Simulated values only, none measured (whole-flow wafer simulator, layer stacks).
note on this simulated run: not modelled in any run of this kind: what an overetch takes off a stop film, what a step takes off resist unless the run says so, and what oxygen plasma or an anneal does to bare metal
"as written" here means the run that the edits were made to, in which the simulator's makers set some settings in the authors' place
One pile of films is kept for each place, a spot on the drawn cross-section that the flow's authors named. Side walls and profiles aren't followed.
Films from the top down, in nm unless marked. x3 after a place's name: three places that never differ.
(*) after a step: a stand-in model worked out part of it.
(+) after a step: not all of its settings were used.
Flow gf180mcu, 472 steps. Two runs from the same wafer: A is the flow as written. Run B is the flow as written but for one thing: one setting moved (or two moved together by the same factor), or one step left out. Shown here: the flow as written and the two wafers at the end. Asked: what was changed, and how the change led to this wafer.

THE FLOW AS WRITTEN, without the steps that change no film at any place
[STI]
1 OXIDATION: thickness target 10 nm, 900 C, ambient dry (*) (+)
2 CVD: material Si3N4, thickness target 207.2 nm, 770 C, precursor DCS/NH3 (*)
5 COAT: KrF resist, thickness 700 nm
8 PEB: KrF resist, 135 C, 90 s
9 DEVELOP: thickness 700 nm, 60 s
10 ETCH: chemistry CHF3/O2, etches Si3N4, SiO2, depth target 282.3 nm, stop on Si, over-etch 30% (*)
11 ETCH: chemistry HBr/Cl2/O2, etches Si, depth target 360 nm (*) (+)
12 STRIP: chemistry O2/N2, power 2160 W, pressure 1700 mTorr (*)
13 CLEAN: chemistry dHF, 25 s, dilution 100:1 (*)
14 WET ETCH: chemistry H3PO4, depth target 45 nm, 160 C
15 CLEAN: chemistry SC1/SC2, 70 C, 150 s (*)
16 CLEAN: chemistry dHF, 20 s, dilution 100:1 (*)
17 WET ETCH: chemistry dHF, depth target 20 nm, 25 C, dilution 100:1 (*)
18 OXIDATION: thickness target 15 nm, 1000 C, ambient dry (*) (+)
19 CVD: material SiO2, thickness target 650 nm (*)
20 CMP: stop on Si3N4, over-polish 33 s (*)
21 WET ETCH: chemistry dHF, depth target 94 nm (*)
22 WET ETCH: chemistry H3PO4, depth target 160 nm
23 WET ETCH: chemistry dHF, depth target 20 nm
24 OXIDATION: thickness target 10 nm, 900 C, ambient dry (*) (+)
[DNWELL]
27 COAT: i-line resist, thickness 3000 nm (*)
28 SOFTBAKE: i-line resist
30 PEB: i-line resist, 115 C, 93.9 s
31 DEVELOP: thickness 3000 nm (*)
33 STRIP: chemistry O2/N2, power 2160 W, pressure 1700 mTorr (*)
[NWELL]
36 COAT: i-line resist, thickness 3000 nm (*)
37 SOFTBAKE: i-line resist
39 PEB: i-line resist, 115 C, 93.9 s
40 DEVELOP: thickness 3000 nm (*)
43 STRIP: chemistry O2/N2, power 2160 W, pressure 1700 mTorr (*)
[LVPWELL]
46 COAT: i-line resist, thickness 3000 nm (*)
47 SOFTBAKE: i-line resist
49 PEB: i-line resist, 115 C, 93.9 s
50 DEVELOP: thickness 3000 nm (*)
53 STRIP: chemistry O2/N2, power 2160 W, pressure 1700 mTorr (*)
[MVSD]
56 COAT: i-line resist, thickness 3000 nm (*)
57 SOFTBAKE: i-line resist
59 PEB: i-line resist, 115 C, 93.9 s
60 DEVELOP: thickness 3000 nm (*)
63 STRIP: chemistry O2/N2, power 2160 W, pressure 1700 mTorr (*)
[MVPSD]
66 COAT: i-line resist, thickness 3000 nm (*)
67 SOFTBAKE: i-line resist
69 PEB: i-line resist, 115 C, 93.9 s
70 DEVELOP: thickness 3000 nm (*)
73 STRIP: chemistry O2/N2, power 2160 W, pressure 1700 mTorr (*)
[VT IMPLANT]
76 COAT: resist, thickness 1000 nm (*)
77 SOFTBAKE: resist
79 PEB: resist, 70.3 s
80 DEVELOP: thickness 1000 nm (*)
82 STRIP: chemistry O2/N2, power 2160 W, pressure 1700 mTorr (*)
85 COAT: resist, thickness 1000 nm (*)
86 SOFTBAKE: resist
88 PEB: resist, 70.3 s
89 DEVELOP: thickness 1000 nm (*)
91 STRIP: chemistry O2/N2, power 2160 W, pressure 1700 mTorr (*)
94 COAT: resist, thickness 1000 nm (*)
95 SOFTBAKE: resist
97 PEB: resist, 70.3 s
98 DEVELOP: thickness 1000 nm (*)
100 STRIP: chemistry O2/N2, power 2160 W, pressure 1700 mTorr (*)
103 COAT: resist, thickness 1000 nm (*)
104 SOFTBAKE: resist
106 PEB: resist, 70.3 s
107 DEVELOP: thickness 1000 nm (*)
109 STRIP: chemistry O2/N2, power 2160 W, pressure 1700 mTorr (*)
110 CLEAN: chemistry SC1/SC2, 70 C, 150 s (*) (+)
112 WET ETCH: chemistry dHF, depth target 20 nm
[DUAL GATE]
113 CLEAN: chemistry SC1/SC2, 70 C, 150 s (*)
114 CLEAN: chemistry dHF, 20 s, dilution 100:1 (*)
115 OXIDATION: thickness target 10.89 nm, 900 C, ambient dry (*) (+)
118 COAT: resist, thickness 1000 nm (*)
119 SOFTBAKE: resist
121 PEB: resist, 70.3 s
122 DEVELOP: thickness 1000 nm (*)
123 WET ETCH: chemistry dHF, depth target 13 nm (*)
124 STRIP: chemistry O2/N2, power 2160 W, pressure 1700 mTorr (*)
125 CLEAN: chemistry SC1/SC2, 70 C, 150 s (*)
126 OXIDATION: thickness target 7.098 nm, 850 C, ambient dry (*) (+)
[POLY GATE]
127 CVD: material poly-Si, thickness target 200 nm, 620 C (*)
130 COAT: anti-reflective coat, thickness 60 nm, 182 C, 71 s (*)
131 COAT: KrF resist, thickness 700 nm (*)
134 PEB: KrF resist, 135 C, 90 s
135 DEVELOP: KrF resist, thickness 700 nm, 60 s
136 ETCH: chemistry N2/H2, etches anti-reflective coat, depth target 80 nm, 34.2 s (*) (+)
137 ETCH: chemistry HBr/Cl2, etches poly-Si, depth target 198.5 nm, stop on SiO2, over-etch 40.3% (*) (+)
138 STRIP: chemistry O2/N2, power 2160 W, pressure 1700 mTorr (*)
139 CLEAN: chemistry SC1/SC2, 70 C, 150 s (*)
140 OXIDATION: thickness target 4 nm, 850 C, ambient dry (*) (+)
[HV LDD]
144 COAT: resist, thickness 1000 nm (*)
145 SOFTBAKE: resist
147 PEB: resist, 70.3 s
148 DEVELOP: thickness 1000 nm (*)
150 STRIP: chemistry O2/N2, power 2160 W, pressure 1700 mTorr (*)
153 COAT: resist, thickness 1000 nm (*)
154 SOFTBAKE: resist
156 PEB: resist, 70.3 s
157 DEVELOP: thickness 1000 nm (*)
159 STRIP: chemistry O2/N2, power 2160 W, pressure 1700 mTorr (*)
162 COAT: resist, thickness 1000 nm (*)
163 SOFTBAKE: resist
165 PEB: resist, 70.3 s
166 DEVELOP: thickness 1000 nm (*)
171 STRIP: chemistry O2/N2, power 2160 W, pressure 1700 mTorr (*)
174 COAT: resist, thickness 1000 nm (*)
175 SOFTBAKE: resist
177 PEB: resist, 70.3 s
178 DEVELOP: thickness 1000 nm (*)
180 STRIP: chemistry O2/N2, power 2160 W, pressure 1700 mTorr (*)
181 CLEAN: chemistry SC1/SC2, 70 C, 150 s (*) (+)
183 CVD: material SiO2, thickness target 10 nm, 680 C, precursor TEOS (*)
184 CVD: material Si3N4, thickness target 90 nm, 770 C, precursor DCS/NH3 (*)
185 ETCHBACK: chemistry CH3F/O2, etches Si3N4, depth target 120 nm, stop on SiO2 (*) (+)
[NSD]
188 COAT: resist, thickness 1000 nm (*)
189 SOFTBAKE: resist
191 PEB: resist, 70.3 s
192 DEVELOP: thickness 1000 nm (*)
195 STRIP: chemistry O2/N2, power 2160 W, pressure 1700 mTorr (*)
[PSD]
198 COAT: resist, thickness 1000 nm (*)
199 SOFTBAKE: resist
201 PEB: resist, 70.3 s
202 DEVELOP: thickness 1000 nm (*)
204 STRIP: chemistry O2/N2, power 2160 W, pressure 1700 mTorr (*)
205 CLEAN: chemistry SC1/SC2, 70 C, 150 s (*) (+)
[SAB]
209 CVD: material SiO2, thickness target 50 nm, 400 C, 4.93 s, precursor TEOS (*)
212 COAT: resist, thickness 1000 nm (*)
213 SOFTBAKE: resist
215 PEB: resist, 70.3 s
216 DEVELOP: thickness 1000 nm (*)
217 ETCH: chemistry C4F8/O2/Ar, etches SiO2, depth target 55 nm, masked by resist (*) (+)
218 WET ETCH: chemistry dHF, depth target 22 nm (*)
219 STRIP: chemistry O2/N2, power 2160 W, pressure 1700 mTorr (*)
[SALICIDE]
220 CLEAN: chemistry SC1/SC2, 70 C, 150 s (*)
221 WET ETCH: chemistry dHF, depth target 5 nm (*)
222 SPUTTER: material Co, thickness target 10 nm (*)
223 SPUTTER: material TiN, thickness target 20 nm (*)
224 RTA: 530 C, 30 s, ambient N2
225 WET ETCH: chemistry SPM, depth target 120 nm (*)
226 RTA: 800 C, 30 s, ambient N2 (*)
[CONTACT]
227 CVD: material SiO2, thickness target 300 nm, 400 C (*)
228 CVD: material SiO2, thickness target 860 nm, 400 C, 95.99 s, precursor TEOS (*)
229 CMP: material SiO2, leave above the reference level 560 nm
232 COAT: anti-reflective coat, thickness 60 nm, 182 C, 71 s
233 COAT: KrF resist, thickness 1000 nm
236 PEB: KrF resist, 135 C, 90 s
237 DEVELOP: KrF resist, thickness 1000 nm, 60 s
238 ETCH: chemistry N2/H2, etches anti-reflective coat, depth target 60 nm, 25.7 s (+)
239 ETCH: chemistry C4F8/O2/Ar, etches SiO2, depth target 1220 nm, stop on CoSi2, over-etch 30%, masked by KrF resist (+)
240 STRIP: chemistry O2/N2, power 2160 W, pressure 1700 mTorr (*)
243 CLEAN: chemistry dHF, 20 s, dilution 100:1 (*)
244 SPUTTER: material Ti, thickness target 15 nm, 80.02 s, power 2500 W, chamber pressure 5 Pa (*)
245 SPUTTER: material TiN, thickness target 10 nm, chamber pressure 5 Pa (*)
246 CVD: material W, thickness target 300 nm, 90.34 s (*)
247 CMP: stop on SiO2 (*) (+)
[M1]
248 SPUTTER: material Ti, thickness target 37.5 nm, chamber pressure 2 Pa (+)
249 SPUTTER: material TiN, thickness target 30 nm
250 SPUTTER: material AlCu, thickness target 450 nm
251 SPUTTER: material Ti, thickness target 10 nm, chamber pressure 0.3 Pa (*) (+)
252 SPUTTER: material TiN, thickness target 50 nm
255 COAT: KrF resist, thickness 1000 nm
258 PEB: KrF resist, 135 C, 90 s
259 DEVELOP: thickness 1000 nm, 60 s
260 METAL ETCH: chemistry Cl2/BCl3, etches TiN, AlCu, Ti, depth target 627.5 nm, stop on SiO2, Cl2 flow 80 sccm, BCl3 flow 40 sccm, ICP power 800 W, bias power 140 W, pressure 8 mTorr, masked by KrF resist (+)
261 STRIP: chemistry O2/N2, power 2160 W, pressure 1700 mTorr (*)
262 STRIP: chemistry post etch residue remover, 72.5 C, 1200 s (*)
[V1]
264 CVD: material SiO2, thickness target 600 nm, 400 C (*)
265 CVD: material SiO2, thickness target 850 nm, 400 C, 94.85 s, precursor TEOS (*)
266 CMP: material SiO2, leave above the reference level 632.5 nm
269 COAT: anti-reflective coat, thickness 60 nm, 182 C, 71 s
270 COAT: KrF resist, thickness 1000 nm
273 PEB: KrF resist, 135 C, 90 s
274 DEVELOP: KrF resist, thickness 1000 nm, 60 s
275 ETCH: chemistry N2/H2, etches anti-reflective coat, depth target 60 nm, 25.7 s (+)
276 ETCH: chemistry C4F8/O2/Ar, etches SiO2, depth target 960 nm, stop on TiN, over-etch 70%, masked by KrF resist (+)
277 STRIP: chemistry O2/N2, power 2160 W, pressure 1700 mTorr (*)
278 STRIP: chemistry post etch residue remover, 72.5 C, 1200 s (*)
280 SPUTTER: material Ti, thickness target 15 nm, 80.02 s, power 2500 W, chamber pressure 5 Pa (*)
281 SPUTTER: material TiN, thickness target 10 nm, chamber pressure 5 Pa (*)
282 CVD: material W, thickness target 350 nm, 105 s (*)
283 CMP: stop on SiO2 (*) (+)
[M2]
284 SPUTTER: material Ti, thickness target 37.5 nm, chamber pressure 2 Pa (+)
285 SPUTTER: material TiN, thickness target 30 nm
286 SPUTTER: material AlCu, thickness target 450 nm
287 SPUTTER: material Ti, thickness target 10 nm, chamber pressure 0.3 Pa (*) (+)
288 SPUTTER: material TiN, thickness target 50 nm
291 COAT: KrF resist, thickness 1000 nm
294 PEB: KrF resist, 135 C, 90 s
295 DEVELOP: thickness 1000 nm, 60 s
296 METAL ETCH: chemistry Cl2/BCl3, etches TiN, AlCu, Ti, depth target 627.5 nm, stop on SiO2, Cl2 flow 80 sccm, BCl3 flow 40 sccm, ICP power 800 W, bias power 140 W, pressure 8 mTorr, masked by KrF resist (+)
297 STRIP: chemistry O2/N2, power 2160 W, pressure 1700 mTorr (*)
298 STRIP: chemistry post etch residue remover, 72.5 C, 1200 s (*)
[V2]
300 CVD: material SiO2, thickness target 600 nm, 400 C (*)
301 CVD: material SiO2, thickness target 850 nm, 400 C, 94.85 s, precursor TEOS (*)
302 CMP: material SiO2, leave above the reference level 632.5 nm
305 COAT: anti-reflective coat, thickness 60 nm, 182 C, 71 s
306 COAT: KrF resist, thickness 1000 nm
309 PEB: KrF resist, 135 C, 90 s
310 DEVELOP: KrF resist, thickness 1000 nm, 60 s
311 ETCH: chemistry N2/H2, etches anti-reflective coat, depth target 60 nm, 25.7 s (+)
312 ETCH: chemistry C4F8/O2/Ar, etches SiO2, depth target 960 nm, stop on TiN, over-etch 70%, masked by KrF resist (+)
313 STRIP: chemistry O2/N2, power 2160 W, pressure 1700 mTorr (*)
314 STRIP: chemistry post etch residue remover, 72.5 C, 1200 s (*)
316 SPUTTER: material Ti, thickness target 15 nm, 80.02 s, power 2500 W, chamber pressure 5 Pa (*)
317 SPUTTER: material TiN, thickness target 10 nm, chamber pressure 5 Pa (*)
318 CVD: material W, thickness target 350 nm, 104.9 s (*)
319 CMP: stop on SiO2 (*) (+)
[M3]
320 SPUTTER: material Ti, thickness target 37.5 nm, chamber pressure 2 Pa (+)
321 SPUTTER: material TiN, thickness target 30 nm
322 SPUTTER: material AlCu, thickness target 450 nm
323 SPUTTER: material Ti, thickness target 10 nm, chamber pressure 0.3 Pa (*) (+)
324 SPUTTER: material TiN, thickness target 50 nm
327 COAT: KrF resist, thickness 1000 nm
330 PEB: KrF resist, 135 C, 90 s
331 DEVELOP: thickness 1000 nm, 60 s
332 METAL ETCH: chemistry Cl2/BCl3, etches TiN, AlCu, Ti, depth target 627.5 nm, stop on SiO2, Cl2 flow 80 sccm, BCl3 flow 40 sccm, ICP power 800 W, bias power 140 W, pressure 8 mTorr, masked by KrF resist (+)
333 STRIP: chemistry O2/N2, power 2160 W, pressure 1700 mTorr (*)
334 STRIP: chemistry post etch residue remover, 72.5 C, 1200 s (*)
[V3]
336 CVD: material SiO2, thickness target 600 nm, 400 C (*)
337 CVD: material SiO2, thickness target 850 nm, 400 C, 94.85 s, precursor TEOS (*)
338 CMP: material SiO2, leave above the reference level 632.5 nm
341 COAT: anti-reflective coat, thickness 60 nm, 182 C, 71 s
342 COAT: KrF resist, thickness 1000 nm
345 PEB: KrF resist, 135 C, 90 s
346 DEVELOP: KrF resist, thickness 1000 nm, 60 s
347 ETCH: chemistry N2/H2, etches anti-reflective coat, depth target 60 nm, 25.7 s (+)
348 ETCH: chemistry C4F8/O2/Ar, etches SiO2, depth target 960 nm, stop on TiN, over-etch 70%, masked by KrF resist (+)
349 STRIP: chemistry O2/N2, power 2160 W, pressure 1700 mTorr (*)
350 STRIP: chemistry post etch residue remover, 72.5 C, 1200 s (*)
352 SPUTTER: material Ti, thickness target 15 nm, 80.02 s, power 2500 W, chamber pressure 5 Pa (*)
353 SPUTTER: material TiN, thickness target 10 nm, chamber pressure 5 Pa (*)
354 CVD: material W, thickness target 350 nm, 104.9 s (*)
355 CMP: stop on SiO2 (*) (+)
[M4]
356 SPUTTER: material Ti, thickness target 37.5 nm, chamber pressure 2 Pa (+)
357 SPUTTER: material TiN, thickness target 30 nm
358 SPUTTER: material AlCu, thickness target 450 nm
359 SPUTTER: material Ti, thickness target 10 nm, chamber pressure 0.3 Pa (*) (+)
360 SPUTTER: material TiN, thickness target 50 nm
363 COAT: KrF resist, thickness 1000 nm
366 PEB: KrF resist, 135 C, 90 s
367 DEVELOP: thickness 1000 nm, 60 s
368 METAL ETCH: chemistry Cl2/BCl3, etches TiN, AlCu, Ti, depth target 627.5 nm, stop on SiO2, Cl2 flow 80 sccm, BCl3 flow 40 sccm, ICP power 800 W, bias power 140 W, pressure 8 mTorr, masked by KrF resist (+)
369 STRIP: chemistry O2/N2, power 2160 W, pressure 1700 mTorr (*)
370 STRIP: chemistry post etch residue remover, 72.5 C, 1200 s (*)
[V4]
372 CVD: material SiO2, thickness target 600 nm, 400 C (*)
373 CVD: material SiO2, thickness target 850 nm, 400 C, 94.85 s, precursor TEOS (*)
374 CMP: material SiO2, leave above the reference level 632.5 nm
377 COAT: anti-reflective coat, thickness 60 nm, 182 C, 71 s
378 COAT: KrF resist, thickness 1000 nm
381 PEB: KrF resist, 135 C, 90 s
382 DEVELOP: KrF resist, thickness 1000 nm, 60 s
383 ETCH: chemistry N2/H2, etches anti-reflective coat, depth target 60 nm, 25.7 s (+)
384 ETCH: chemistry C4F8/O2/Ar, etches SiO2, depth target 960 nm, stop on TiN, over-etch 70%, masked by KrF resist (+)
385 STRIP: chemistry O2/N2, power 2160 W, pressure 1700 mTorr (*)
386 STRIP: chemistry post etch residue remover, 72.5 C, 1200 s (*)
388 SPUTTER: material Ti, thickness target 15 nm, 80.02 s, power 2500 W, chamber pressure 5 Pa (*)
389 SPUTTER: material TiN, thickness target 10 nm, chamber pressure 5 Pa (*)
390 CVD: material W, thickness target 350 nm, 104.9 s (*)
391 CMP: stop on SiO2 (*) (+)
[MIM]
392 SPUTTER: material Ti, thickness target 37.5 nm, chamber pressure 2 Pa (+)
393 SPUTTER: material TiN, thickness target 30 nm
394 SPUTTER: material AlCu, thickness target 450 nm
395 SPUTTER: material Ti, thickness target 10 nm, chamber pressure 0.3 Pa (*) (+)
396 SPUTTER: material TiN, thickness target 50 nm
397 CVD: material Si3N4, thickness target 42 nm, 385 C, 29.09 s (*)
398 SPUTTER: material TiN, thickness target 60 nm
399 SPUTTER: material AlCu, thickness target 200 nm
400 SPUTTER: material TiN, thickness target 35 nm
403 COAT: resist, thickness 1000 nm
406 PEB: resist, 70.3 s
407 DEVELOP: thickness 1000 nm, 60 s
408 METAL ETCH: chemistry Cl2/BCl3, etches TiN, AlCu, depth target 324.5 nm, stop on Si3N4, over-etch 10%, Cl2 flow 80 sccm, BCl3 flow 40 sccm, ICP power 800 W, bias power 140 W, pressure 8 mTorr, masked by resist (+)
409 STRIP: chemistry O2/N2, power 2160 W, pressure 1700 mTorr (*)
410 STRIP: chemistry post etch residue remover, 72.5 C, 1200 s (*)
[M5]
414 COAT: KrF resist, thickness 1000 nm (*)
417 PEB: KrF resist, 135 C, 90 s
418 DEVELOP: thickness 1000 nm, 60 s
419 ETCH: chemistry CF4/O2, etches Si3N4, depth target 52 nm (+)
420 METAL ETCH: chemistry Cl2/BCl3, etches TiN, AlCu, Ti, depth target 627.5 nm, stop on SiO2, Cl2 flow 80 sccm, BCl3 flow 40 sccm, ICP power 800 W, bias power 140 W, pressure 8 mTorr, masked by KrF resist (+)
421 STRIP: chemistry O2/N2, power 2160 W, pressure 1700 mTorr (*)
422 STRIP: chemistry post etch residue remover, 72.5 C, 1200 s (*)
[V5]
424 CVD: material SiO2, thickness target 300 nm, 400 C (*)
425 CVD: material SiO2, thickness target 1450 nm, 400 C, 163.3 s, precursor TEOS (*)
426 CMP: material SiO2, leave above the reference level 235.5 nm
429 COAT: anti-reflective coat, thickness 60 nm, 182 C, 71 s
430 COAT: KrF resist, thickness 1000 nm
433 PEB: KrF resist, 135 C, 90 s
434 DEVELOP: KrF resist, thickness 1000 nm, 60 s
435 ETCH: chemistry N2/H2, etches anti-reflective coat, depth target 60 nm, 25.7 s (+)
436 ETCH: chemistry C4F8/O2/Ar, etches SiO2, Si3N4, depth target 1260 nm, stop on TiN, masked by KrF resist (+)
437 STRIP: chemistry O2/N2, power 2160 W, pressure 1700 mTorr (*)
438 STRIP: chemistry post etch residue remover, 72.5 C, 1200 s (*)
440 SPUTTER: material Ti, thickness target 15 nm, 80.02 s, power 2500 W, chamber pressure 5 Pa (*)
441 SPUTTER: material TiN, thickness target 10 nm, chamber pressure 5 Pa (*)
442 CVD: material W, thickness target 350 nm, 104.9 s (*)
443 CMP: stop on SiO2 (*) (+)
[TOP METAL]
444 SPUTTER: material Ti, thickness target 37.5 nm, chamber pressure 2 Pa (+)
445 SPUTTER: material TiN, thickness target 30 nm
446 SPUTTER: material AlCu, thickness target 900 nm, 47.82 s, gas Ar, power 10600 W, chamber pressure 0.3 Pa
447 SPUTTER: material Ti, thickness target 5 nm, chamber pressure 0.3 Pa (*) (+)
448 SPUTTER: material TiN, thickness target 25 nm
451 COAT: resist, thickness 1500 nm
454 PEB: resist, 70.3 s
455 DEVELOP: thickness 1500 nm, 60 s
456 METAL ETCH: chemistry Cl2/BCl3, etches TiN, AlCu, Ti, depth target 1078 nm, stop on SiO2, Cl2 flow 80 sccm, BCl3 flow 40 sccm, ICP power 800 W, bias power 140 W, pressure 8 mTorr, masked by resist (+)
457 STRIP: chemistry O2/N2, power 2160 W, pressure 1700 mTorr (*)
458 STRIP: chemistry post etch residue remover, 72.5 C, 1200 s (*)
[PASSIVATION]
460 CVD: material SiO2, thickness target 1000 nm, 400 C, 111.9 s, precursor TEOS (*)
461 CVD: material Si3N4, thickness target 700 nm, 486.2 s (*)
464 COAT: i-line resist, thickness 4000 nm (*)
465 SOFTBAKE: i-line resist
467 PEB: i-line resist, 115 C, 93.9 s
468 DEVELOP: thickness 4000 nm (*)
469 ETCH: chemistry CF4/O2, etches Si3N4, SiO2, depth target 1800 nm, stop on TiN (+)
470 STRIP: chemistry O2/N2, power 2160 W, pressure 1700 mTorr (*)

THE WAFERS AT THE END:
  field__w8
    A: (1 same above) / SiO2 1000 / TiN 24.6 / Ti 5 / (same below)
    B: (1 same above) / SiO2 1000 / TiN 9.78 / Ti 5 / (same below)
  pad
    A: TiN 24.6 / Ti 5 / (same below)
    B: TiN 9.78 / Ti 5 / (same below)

The cause: step 448, SPUTTER: thickness target 10.2 nm was run, where the flow has thickness target 25 nm.

How the change led to this, step by step:
  448 SPUTTER: material TiN, thickness target 25 nm
      field, field__w1, field__w2 and 109 more: A TiN +25 (new film) | B TiN +10.2 (new film)
  456 METAL ETCH: chemistry Cl2/BCl3, etches TiN, AlCu, Ti, depth target 1078 nm, stop on SiO2, Cl2 flow 80 sccm, BCl3 flow 40 sccm, ICP power 800 W, bias power 140 W, pressure 8 mTorr, masked by resist (+)
      field, field__w1, field__w2 and 103 more: A TiN -25 (all of it), Ti -5 (all of it), AlCu -900 (all of it), TiN -30 (all of it), Ti -37.5 (all of it) | B TiN -10.2 (all of it), Ti -5 (all of it), AlCu -900 (all of it), TiN -30 (all of it), Ti -37.5 (all of it)
  465 SOFTBAKE: i-line resist
      field__w2, field_sub__w4: A i-line resist +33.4 | B i-line resist +32.6
      field__w11, field__w13: A i-line resist +37.6 | B i-line resist +36.8
      (and at 57 more places)
